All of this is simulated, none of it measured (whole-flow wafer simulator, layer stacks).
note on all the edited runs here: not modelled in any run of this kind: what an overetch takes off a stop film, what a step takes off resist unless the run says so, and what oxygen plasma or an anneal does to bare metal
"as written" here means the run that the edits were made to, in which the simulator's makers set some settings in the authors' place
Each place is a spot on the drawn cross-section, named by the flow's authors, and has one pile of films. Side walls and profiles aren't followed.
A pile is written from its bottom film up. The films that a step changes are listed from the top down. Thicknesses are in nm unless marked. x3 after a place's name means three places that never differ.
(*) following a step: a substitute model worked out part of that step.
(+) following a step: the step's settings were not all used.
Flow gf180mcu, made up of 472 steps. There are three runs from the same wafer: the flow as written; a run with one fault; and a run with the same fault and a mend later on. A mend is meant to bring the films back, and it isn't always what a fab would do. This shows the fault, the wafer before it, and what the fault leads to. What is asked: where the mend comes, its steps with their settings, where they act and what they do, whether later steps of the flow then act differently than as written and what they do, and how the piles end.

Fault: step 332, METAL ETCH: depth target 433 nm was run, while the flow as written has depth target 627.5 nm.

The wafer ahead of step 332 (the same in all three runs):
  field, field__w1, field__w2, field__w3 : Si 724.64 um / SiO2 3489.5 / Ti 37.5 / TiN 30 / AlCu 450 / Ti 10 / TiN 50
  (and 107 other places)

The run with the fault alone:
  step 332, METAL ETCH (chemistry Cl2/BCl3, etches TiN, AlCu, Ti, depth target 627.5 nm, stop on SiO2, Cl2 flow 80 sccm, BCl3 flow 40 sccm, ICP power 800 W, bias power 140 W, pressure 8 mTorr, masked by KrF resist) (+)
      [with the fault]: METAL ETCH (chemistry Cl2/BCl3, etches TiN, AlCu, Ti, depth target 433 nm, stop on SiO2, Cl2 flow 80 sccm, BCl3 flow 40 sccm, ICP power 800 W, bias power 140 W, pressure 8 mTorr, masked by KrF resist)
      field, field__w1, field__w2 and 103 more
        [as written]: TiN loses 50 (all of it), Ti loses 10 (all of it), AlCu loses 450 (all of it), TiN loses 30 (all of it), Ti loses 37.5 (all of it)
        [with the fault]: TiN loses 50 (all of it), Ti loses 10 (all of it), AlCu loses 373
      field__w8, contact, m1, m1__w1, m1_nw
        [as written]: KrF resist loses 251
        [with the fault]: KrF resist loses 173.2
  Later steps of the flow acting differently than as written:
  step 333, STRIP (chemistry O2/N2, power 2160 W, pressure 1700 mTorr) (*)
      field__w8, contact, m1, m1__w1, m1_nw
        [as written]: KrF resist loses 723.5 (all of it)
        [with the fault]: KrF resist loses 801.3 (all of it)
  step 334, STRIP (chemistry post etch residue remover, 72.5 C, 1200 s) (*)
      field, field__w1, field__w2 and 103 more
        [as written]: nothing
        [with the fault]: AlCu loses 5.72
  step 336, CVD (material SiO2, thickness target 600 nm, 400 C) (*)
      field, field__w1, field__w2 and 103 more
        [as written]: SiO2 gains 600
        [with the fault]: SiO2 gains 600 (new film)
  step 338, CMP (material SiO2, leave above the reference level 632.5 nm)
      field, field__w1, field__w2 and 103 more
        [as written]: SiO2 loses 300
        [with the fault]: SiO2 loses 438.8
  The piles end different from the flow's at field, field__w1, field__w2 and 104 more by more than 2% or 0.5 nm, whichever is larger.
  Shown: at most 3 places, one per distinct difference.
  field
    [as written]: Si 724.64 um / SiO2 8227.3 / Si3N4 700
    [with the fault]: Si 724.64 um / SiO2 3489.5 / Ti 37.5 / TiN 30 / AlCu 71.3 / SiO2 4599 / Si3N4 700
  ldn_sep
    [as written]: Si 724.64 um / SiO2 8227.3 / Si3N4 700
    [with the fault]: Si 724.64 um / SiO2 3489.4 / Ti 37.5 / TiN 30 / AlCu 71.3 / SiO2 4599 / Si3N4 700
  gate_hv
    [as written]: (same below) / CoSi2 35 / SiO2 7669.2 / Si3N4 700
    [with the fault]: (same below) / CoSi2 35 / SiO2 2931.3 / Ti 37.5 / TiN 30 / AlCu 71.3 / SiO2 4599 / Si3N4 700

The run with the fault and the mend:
  After step 332 comes the mend.
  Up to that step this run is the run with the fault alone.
  step 332a, METAL ETCH (chemistry Cl2/BCl3, etches TiN, AlCu, Ti, depth target 194.5 nm, stop on SiO2, Cl2 flow 80 sccm, BCl3 flow 40 sccm, ICP power 800 W, bias power 140 W, pressure 8 mTorr, masked by KrF resist) (+) (the flow's step 332 again, with other settings)
      field, field__w1, field__w2 and 103 more
        AlCu loses 77 (all of it), TiN loses 30 (all of it), Ti loses 37.5 (all of it)
      field__w8, contact, m1, m1__w1, m1_nw
        KrF resist loses 77.8
  None of the later steps of the flow acts differently than as written at any place that is followed.
  The piles end the same as the flow's at every place that both follow.
